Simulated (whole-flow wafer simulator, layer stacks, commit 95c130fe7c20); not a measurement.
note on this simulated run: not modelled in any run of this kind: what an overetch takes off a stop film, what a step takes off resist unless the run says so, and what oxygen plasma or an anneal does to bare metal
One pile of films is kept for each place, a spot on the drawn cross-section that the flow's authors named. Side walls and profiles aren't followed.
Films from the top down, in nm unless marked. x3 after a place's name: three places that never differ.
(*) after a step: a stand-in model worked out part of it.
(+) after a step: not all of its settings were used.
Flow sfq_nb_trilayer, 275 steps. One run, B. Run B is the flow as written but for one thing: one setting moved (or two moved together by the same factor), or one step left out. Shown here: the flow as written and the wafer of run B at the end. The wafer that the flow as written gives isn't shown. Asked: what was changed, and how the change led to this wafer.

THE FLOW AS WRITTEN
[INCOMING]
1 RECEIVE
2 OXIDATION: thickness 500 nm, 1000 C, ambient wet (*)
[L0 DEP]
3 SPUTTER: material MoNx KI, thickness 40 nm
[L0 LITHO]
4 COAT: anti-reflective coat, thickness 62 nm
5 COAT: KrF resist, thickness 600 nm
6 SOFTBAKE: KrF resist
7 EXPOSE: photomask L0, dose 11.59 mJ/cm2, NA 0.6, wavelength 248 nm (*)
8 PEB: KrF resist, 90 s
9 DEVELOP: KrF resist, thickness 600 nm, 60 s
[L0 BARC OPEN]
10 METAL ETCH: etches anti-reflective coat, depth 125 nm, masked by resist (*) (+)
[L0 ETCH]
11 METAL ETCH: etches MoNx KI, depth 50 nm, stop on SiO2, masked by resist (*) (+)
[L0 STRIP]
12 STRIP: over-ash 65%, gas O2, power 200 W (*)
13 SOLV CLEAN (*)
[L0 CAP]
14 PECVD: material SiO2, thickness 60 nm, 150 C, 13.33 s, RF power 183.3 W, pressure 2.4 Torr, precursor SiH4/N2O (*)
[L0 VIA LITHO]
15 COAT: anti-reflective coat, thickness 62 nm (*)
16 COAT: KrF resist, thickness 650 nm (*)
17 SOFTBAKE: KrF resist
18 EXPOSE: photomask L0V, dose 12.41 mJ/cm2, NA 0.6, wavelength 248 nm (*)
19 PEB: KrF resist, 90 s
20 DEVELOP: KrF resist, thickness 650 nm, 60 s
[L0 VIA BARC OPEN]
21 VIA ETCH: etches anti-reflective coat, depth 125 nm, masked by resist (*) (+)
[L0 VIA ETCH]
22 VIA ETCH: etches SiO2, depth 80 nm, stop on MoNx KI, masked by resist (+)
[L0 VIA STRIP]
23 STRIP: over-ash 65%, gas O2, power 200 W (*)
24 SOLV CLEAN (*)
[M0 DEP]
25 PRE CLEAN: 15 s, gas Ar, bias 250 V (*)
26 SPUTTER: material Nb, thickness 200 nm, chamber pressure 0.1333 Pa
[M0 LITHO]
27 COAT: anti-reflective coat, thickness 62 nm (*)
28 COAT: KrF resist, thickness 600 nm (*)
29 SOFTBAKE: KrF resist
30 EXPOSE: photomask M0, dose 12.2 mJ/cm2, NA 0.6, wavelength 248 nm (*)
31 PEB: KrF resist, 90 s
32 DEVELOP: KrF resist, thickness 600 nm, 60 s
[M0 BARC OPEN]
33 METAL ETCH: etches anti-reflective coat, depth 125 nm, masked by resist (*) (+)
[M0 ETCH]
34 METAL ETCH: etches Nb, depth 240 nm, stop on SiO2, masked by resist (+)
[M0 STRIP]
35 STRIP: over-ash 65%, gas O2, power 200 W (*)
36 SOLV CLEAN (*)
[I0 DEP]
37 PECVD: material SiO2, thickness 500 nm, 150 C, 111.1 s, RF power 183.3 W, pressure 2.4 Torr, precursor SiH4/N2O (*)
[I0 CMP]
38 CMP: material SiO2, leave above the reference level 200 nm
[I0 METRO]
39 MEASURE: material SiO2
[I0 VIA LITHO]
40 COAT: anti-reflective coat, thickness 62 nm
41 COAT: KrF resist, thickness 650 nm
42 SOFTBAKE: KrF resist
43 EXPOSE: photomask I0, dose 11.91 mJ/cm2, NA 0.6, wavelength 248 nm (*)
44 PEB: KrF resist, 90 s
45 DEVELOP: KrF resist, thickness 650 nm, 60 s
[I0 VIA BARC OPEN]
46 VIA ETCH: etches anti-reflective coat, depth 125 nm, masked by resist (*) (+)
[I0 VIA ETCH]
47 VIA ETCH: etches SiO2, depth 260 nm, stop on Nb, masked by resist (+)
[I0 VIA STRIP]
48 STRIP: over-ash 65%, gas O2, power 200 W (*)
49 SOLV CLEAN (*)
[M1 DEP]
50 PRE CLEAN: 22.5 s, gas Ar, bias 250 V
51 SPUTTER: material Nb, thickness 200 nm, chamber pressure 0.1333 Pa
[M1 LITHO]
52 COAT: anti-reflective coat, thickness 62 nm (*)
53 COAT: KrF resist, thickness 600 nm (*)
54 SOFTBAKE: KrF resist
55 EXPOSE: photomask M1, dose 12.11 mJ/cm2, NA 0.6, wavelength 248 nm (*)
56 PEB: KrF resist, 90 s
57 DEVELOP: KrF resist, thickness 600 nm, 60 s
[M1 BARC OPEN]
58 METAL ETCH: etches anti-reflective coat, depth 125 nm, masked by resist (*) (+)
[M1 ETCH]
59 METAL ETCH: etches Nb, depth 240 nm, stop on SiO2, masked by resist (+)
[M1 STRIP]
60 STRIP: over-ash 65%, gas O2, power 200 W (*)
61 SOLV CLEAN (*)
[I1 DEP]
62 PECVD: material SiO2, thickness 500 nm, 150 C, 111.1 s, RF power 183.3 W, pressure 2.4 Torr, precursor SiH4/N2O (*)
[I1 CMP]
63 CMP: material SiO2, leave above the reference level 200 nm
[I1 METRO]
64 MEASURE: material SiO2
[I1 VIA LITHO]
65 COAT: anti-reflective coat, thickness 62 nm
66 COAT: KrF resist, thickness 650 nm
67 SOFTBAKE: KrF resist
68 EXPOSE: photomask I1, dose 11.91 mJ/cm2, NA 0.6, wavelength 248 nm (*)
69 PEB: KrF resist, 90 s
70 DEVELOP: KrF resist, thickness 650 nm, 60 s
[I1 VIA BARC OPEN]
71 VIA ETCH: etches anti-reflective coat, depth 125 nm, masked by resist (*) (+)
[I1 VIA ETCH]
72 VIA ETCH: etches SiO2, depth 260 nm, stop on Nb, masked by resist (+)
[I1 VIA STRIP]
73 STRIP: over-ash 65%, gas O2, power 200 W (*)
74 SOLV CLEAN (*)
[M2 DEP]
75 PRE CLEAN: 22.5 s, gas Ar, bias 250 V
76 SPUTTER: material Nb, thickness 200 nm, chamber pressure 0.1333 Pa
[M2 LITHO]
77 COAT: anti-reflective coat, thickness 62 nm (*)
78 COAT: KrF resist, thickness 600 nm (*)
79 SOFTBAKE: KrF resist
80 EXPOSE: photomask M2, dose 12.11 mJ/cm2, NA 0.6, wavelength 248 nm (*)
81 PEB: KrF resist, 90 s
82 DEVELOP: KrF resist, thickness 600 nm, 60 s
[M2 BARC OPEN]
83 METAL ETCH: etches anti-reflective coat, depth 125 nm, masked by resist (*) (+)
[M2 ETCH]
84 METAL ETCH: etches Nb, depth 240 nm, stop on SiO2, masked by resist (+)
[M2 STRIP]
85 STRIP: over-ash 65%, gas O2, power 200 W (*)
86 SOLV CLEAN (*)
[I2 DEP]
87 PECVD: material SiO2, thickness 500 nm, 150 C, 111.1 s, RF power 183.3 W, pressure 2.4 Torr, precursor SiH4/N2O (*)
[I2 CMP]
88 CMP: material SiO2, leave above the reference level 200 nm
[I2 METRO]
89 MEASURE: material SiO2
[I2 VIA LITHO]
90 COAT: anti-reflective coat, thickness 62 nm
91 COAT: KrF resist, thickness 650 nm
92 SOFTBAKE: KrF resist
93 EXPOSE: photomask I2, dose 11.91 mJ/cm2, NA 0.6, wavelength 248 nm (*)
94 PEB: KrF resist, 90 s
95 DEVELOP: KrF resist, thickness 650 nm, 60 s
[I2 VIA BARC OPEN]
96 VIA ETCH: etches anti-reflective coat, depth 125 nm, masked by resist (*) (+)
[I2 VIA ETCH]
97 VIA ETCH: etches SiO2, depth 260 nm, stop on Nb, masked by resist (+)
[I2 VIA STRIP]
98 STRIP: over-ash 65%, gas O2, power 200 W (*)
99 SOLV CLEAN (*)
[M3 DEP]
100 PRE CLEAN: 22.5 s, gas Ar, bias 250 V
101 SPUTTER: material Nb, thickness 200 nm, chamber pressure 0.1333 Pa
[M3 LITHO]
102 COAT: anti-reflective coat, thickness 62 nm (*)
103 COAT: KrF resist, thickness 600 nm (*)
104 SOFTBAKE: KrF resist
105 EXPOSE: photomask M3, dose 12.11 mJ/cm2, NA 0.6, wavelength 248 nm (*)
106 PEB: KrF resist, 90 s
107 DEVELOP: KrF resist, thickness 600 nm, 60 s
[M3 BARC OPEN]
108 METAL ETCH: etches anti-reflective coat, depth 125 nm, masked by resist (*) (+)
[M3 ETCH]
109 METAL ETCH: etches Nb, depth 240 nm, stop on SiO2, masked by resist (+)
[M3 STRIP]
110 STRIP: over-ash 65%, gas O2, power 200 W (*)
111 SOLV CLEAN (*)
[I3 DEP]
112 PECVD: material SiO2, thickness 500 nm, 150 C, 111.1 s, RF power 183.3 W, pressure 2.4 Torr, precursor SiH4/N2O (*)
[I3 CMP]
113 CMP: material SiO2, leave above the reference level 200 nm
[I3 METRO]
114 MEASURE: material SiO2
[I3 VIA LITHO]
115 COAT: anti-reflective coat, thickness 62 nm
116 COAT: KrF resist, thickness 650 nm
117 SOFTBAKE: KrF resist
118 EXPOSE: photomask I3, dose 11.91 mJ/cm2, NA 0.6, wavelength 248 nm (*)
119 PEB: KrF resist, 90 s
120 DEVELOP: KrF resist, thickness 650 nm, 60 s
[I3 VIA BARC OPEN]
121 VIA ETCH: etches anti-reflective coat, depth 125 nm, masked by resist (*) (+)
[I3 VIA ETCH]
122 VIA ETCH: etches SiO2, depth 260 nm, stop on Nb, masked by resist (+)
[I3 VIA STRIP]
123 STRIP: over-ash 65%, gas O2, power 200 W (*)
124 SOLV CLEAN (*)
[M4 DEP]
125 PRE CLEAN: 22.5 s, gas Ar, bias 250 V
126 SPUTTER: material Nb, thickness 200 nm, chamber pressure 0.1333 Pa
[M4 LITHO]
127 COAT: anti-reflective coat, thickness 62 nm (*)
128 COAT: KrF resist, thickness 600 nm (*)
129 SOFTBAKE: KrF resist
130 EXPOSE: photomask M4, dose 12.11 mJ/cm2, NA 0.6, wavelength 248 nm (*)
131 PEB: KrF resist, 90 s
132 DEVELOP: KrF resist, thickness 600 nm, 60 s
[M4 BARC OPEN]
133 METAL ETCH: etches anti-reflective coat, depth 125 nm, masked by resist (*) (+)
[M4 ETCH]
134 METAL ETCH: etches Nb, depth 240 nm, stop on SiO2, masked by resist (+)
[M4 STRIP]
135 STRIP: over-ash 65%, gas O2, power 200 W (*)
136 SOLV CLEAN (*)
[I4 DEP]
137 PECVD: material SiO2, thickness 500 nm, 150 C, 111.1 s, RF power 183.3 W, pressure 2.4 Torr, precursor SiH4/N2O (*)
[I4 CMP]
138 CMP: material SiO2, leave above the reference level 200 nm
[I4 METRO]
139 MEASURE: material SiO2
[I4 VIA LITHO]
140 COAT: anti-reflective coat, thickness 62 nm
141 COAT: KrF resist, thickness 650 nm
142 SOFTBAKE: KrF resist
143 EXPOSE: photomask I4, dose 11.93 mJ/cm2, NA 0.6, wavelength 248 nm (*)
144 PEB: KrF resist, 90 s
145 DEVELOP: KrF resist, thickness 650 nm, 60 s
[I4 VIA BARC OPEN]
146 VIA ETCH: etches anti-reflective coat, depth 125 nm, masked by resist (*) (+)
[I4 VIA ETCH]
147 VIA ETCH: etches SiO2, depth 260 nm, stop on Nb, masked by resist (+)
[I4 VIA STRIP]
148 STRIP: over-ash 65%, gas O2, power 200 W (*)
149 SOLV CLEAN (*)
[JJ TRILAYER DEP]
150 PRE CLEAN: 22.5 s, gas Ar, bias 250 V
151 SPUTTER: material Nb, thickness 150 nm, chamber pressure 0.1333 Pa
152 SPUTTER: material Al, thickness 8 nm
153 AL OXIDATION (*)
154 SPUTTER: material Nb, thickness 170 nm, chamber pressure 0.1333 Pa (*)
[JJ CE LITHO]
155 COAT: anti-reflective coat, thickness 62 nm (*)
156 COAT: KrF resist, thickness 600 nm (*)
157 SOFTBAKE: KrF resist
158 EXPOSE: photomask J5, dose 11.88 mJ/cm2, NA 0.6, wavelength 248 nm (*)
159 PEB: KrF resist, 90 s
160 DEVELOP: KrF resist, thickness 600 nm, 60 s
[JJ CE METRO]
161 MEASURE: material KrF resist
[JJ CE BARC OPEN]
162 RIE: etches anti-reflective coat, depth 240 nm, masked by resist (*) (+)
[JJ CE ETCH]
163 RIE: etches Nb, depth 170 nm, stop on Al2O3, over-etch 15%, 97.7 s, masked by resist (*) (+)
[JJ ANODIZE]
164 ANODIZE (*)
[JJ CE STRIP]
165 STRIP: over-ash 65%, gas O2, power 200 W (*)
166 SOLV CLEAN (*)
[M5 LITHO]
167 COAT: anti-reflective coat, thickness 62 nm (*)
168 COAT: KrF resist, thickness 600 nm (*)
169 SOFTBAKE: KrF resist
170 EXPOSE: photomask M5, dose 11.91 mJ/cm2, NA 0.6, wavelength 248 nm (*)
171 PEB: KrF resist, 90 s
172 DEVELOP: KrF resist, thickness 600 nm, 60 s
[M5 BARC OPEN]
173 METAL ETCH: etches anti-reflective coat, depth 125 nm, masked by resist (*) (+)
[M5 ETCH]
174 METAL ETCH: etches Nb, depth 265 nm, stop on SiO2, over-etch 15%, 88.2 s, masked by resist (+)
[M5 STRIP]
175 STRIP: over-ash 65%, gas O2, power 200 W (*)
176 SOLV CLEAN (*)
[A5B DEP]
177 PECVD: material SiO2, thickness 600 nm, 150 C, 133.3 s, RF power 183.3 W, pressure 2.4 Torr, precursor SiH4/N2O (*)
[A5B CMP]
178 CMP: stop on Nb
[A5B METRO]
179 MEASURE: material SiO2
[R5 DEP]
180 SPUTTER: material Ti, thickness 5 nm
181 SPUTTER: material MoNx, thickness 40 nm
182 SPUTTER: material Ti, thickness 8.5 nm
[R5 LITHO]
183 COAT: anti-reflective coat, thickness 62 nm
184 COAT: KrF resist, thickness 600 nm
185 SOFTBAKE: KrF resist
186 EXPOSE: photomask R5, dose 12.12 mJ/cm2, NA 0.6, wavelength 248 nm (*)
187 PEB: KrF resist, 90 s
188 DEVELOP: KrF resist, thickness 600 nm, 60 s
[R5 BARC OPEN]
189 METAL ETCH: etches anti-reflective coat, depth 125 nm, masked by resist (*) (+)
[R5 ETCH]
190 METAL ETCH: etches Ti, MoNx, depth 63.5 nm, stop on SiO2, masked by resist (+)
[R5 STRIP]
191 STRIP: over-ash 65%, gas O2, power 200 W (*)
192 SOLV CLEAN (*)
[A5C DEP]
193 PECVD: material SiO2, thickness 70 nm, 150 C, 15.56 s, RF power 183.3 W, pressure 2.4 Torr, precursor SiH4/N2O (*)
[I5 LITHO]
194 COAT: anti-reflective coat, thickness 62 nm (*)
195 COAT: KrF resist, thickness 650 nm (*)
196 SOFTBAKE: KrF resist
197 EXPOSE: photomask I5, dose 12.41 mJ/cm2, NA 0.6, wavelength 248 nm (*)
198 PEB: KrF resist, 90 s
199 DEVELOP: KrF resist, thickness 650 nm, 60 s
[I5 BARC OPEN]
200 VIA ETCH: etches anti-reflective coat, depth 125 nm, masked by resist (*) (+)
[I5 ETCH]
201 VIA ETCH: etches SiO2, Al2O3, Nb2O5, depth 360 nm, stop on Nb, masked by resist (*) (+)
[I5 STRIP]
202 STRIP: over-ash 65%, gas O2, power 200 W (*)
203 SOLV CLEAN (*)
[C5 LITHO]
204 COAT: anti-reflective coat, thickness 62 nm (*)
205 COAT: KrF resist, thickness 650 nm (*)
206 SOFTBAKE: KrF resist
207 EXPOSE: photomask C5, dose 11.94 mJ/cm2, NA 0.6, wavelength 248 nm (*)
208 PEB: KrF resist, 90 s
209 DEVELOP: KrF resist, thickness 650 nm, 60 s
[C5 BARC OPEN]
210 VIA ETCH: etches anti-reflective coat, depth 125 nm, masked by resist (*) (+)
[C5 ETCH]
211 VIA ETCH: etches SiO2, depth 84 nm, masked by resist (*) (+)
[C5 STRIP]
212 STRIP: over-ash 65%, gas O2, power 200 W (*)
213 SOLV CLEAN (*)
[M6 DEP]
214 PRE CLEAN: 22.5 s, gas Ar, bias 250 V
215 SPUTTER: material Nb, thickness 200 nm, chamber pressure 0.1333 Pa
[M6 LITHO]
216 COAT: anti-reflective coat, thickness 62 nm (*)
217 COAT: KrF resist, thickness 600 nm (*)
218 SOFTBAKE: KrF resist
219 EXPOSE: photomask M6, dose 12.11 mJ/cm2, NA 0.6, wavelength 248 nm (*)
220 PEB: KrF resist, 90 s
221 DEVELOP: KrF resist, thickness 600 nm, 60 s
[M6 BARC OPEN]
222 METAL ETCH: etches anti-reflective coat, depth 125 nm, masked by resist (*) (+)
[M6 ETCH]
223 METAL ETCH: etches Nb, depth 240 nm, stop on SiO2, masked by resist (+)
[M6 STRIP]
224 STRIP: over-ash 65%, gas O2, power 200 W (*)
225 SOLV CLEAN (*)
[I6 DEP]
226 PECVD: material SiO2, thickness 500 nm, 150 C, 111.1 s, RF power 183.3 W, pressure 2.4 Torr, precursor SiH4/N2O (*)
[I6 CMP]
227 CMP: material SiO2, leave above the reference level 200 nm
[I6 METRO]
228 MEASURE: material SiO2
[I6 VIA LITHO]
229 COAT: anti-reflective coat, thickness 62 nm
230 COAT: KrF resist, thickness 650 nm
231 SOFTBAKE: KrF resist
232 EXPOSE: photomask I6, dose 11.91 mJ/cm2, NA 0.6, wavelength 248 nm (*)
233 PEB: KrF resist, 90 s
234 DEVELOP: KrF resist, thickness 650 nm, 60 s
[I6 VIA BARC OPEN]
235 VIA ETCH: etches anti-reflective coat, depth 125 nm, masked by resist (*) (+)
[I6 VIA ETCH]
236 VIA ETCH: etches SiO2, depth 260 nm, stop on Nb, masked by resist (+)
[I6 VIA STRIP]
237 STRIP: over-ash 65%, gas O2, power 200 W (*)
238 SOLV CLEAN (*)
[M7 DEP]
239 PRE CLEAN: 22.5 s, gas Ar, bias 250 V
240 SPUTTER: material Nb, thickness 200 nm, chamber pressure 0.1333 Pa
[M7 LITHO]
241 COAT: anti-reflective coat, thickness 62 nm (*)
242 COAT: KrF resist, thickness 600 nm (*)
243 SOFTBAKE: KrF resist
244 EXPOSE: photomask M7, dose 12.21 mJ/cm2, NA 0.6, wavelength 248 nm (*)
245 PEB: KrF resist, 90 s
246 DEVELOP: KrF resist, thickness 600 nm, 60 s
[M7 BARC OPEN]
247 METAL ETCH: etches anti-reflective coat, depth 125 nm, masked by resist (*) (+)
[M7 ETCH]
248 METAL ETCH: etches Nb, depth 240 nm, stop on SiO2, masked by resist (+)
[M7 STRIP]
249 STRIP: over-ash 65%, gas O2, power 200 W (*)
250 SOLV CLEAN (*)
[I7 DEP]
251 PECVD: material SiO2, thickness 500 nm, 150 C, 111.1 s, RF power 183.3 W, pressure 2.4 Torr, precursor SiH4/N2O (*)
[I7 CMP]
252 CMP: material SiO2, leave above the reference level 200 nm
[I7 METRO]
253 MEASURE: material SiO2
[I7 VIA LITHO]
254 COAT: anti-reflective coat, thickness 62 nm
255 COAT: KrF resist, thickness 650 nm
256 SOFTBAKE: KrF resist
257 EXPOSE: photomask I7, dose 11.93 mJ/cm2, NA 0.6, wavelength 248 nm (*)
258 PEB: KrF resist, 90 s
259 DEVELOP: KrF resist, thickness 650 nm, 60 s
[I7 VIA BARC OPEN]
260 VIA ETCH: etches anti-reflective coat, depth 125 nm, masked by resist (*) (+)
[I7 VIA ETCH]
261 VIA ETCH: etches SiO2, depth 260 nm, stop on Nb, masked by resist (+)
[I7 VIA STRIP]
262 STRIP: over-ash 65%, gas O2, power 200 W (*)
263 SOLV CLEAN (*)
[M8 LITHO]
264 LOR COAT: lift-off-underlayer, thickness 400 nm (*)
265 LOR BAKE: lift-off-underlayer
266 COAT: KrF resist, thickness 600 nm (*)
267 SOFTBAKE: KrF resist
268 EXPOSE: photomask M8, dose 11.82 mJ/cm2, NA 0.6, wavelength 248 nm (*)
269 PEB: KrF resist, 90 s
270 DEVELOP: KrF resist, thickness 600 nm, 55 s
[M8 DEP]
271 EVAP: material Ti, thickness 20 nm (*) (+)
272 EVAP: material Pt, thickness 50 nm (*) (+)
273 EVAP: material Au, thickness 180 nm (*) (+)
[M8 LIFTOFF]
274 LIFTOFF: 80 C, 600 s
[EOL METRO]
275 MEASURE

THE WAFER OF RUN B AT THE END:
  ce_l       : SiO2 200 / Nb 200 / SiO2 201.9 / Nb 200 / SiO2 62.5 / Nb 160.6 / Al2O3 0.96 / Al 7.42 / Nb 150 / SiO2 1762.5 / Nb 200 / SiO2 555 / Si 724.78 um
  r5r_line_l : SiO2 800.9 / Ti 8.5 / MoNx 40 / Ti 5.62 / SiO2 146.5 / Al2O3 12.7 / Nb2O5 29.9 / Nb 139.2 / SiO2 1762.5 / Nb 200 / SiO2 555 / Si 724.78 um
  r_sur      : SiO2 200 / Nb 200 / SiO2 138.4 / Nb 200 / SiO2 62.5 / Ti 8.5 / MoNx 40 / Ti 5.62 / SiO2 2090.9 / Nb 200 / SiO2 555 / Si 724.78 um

The cause: step 180, SPUTTER: thickness 5.62 nm was run, where the flow has thickness 5 nm.
It can be read off the wafer: r5r_line_l has Ti 5.62, and step 180 as written asks for 5 nm.

How the change led to this, step by step:
  180 SPUTTER: material Ti, thickness 5 nm
      field_l, v_sur, via_wl and 103 more: Ti +5.62 (new film) (as written it would be: Ti +5 (new film))
  190 METAL ETCH: etches Ti, MoNx, depth 63.5 nm, stop on SiO2, masked by resist (+)
      field_l, v_sur, via_wl and 92 more: Ti -8.5 (all of it), MoNx -40 (all of it), Ti -5.62 (all of it) (as written it would be: Ti -8.5 (all of it), MoNx -40 (all of it), Ti -5 (all of it))
      ce_l, c5j, ce_r, wl_jj: Ti -8.5 (all of it), MoNx -40 (all of it), Ti -5.62 (all of it), Nb -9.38 (as written it would be: Ti -8.5 (all of it), MoNx -40 (all of it), Ti -5 (all of it), Nb -10)
